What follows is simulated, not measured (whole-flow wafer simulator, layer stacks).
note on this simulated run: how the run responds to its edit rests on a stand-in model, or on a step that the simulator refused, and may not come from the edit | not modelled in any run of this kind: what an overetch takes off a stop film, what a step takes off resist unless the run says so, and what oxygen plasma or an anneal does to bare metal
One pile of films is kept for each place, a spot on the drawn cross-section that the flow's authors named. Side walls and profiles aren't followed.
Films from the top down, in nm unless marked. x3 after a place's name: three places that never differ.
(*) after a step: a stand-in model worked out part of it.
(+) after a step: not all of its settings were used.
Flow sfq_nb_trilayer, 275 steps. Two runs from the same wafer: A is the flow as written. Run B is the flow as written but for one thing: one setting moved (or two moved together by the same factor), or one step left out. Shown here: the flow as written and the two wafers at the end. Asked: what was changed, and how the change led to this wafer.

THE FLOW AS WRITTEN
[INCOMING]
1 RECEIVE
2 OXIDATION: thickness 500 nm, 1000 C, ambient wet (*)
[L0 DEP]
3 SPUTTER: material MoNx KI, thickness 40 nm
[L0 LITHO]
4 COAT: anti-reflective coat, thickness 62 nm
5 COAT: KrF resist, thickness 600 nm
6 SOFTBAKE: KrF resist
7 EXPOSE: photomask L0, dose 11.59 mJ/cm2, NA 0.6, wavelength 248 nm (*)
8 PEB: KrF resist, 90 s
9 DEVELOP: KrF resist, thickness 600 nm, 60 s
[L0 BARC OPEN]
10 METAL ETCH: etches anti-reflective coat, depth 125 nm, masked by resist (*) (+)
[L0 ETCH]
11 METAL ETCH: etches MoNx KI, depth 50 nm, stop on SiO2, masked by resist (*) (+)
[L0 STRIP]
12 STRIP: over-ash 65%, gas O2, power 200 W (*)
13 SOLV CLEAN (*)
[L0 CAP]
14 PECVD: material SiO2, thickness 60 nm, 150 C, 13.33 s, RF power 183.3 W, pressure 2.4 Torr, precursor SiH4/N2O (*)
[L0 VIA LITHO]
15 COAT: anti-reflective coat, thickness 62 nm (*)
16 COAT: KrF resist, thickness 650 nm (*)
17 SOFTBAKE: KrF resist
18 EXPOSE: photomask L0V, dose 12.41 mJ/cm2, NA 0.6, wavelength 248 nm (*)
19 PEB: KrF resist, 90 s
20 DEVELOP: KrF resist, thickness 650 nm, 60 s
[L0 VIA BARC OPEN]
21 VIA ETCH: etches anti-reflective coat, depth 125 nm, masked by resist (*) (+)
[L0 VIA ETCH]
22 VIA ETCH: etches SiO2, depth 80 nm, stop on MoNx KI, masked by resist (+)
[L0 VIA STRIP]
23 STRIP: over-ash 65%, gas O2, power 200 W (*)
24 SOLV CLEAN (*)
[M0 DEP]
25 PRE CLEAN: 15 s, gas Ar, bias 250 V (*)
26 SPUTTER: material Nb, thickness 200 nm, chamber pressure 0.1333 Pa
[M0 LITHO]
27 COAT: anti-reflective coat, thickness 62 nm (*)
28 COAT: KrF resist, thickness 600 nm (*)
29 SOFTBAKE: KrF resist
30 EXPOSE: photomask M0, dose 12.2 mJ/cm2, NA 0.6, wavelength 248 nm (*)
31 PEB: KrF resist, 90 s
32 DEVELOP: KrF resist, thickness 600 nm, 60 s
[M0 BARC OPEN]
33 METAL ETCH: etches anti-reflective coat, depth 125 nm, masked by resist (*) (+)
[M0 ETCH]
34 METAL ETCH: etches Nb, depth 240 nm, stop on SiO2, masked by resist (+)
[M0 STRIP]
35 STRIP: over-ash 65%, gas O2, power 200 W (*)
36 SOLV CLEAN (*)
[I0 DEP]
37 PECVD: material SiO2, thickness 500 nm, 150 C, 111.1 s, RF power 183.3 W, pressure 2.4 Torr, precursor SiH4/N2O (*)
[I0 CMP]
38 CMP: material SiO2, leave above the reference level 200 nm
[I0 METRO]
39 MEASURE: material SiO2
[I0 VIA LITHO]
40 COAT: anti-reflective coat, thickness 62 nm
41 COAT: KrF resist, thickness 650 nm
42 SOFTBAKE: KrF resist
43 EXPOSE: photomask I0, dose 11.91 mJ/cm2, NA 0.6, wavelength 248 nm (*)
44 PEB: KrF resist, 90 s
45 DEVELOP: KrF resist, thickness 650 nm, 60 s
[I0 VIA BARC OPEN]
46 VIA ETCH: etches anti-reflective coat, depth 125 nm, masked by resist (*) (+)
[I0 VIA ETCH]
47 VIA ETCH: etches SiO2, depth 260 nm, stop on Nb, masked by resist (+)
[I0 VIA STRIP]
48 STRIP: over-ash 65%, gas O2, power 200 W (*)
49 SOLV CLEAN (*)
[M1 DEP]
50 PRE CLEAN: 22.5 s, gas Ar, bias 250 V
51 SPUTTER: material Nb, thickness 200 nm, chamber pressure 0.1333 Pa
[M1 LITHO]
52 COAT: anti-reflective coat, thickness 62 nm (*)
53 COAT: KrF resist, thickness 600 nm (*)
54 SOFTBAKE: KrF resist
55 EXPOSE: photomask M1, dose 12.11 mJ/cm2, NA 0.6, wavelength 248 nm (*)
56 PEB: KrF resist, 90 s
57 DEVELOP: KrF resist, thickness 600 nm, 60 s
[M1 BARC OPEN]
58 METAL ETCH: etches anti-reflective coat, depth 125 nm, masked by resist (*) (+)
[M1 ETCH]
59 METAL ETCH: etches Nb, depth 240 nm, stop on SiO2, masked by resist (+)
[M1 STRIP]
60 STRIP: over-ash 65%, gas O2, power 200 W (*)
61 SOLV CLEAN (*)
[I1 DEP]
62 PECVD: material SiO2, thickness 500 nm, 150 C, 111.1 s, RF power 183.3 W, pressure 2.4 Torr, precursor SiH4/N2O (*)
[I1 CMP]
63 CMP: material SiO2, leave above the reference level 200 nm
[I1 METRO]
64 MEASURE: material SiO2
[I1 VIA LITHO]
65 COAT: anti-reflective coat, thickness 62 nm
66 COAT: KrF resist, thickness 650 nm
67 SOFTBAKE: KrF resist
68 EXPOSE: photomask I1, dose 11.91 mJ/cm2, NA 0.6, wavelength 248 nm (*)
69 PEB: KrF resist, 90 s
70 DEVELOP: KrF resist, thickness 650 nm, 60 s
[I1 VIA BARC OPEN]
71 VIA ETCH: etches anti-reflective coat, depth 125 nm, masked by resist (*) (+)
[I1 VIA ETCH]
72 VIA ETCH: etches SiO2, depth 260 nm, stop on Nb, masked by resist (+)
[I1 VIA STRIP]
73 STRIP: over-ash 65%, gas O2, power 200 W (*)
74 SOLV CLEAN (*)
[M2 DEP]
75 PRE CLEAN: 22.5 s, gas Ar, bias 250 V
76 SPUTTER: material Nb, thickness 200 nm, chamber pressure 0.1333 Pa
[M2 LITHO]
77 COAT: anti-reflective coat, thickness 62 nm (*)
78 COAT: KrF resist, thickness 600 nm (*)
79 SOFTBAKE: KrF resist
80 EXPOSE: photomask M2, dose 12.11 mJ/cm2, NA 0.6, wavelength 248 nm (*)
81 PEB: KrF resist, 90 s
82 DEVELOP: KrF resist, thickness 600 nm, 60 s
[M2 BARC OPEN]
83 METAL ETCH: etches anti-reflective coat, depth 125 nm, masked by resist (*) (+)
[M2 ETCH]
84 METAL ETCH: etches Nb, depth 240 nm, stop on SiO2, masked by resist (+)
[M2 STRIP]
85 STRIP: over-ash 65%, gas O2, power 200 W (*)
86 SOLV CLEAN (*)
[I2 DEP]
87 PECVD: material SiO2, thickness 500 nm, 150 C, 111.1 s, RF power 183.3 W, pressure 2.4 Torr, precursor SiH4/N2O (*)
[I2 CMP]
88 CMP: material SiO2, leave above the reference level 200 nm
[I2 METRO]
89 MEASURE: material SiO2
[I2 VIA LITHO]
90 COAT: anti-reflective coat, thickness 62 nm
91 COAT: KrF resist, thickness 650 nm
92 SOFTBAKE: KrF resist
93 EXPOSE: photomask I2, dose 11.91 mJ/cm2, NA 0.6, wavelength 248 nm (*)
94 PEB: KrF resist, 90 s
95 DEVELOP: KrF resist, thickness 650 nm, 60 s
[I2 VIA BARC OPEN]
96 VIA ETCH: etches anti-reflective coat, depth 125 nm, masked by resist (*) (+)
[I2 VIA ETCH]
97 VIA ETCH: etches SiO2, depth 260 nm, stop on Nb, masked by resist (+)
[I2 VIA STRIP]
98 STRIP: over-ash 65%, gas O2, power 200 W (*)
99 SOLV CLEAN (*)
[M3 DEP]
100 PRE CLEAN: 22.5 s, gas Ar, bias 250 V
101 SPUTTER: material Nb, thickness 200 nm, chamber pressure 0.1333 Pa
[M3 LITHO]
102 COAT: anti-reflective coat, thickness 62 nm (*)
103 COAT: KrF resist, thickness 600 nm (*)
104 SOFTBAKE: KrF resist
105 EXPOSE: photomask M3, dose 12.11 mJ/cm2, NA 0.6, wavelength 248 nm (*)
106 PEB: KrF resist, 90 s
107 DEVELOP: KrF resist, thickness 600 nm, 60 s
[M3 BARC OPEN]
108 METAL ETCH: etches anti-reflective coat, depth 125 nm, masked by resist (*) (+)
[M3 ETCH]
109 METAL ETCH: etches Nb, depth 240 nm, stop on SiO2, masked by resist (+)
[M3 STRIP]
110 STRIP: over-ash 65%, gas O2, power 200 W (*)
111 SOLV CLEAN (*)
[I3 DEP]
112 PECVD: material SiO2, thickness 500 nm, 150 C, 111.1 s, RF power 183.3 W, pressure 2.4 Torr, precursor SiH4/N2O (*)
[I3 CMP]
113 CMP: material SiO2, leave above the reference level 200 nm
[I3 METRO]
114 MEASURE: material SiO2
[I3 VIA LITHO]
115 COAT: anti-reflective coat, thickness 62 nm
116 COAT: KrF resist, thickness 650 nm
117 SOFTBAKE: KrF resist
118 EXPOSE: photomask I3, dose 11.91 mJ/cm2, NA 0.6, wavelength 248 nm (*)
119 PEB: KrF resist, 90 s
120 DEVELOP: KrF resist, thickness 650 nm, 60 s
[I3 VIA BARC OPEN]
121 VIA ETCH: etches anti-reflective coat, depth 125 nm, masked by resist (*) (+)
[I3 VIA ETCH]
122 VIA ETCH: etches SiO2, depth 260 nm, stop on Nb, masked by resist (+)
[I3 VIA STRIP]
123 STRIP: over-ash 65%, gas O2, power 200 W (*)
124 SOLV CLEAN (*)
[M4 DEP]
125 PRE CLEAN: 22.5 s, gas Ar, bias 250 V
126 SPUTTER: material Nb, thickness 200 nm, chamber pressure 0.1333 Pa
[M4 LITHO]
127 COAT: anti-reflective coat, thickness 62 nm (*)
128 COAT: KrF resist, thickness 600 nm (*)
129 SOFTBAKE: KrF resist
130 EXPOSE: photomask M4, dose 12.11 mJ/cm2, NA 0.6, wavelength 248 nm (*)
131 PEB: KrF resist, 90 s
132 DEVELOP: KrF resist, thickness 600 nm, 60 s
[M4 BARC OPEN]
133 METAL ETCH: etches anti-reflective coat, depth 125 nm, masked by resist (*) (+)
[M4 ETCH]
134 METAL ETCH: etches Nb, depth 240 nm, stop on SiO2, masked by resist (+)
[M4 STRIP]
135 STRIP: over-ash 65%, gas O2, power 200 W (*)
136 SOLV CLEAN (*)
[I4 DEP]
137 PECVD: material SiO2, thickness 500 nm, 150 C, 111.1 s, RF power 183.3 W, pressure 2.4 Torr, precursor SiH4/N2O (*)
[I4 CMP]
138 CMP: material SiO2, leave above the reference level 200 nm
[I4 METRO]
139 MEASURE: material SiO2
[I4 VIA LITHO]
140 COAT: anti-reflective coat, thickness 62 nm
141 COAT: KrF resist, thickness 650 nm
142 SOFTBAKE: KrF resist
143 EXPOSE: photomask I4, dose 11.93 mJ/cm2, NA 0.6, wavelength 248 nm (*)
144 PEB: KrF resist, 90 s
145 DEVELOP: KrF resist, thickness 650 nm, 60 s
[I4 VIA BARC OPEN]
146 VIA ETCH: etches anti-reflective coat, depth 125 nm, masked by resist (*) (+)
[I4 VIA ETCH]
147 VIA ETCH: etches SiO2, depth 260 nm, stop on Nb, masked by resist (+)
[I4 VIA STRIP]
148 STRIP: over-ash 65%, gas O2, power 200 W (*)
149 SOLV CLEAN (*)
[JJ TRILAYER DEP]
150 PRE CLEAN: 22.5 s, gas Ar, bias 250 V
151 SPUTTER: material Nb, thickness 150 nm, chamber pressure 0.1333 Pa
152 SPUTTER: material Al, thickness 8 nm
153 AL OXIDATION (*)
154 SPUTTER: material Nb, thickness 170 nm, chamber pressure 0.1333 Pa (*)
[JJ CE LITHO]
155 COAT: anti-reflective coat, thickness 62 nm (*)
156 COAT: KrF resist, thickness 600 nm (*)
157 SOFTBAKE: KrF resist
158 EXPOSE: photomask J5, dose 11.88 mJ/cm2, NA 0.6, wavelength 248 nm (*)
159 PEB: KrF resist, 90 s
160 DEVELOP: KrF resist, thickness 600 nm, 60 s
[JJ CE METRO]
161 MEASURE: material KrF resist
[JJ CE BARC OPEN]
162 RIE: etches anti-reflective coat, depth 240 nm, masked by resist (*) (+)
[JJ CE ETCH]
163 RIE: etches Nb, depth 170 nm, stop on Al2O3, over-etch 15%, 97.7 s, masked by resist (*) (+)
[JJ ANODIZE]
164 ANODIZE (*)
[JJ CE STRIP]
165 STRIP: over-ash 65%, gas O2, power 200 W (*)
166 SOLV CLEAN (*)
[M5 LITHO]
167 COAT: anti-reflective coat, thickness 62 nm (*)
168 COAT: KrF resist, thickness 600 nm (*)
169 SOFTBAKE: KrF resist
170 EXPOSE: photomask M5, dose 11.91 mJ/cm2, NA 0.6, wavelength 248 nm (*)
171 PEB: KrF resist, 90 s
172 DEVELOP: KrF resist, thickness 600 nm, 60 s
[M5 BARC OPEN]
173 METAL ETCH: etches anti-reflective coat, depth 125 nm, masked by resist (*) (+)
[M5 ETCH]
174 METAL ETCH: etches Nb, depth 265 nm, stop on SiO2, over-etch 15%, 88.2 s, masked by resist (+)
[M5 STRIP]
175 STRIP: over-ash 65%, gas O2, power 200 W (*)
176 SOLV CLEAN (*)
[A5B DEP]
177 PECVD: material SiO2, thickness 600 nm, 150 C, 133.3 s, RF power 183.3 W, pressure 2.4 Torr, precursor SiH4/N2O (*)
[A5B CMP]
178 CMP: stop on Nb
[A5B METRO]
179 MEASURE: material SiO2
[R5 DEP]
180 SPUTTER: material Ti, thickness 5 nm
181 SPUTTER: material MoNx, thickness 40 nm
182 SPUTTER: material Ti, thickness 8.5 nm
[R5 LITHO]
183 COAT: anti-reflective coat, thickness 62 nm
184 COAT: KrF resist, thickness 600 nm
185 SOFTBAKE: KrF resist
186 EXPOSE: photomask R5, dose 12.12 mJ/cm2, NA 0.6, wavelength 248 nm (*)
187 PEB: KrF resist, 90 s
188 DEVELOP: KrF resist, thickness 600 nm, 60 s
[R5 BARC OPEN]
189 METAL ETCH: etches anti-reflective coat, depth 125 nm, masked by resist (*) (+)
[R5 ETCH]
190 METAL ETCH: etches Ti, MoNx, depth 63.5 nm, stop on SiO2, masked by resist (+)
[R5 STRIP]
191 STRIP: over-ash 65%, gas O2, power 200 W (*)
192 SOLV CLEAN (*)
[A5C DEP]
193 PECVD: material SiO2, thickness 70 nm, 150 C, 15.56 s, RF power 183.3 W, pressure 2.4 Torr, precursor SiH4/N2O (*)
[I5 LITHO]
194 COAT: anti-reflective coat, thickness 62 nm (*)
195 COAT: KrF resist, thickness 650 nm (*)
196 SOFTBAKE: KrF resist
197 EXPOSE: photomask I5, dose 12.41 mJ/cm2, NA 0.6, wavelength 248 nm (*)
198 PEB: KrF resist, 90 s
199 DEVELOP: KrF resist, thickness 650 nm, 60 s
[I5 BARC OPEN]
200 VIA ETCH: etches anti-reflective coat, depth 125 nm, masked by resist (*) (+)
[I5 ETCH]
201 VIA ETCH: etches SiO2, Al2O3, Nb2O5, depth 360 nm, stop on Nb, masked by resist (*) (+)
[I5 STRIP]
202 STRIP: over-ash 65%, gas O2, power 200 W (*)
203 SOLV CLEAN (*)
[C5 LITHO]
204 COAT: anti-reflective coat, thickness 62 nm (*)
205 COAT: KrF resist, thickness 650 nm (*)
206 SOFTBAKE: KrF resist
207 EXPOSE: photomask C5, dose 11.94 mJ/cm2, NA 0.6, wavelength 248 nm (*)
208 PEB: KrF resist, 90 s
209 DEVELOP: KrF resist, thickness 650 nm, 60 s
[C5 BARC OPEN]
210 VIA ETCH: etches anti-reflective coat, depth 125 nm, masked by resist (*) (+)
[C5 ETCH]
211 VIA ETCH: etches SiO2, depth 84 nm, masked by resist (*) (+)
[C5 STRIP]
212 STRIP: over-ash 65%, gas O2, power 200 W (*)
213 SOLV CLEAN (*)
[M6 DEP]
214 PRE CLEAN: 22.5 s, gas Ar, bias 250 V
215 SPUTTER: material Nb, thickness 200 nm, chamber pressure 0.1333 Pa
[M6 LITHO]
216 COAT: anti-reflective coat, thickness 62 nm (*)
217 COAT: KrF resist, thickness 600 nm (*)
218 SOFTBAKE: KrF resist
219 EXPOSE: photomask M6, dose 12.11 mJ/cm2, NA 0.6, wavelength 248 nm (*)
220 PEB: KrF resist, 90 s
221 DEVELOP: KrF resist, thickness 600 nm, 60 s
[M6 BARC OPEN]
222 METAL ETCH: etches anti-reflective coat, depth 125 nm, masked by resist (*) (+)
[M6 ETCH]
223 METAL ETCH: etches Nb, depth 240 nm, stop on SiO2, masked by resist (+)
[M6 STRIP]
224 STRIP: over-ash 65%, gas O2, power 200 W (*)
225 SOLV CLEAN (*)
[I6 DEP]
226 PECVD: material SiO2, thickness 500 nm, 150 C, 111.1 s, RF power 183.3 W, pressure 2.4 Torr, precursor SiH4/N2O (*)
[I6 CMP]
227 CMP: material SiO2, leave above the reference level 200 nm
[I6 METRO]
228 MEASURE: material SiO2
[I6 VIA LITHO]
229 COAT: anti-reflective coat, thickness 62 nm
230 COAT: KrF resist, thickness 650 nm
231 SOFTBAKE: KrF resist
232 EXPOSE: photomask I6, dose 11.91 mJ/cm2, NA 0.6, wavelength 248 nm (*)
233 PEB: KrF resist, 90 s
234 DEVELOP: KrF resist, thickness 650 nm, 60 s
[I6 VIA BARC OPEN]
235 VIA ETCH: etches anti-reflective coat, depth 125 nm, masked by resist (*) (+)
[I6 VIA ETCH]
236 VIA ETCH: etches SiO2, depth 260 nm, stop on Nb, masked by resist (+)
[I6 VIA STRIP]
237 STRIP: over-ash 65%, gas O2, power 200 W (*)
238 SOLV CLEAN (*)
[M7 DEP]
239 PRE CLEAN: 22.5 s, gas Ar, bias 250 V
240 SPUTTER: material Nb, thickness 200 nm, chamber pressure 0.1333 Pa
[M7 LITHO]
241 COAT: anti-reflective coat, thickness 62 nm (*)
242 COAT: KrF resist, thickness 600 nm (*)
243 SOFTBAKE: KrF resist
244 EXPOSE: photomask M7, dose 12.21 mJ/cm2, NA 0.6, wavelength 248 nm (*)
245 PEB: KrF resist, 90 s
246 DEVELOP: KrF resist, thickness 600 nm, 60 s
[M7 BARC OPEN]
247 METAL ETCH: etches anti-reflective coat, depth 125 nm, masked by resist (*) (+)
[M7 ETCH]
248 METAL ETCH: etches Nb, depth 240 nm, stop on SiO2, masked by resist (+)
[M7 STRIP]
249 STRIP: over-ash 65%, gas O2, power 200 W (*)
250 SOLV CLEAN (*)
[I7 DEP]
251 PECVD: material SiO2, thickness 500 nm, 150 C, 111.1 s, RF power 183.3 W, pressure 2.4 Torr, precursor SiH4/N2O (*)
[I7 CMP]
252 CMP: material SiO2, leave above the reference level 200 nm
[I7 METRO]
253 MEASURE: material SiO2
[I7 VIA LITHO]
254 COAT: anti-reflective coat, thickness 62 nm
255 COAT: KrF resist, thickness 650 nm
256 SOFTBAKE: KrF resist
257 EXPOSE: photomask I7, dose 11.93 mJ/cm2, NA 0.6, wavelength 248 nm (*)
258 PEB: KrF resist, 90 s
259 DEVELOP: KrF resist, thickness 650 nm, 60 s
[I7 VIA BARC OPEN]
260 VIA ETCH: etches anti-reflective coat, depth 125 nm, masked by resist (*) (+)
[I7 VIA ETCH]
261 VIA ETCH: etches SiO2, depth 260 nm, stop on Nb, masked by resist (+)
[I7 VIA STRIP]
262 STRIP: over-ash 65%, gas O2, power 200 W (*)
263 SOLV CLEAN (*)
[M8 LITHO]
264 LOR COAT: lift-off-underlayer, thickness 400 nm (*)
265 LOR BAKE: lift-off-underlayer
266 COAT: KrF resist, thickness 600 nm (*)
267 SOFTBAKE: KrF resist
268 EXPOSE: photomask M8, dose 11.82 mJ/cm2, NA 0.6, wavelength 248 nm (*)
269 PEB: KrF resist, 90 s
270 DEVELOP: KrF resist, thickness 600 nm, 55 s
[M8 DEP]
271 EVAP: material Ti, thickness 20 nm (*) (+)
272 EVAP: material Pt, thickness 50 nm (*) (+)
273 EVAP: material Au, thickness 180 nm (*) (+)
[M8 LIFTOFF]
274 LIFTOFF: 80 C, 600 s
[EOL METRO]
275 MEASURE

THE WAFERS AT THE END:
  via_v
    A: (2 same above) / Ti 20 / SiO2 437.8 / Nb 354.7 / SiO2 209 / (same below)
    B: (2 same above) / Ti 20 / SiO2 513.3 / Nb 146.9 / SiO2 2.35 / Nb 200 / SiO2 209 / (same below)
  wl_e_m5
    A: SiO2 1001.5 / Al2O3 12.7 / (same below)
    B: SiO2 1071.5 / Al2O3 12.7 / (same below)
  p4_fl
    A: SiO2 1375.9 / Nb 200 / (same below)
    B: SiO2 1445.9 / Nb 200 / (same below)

The cause: step 227, CMP: leave above the reference level 270 nm was run, where the flow has leave above the reference level 200 nm.

How the change led to this, step by step:
  227 CMP: material SiO2, leave above the reference level 200 nm
      field_l, p4_fl, p4_fm and 59 more: A SiO2 -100 | B SiO2 -30
      v_sur, via_wl, via_w and 15 more: A SiO2 -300 | B SiO2 -230
      (and at 26 more places)
  236 VIA ETCH: etches SiO2, depth 260 nm, stop on Nb, masked by resist (+)
      via_v: A SiO2 -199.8 (all of it) | B SiO2 -260
  239 PRE CLEAN: 22.5 s, gas Ar, bias 250 V
      via_v: A Nb -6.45 | B SiO2 -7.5
  240 SPUTTER: material Nb, thickness 200 nm, chamber pressure 0.1333 Pa
      via_v: A Nb +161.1 | B Nb +146.9 (new film)
  241 COAT: anti-reflective coat, thickness 62 nm (*)
      via_sp: A anti-reflective coat +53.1 (new film) | B anti-reflective coat +50 (new film)
      via_v: A anti-reflective coat +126 (new film) | B anti-reflective coat +129.5 (new film)
      (and at 1 more place)
  242 COAT: KrF resist, thickness 600 nm (*)
      via_v: A KrF resist +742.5 (new film) | B KrF resist +801.5 (new film)
  249 STRIP: over-ash 65%, gas O2, power 200 W (*)
      via_sp: A KrF resist -373.6 (all of it), anti-reflective coat -53.1 (all of it) | B KrF resist -369.5 (all of it), anti-reflective coat -50 (all of it)
      via_v: A KrF resist -524.5 (all of it), anti-reflective coat -126 (all of it) | B KrF resist -583.4 (all of it), anti-reflective coat -129.5 (all of it)
      (and at 1 more place)
  251 PECVD: material SiO2, thickness 500 nm, 150 C, 111.1 s, RF power 183.3 W, pressure 2.4 Torr, precursor SiH4/N2O (*)
      via_v: A SiO2 +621 (new film) | B SiO2 +670.3 (new film)
  252 CMP: material SiO2, leave above the reference level 200 nm
      via_v: A SiO2 -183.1 | B SiO2 -157.1
Counting metal films that touch as one body, via_v has 7 bodies (between them, from the top down: SiO2 513.3; SiO2 2.35; SiO2 209 / Al2O3 12.7 / Nb2O5 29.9; SiO2 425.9; SiO2 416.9; SiO2 192.5); the flow as written gives 6 bodies (between them, from the top down: SiO2 437.8; SiO2 209 / Al2O3 12.7 / Nb2O5 29.9; SiO2 425.9; SiO2 416.9; SiO2 192.5).
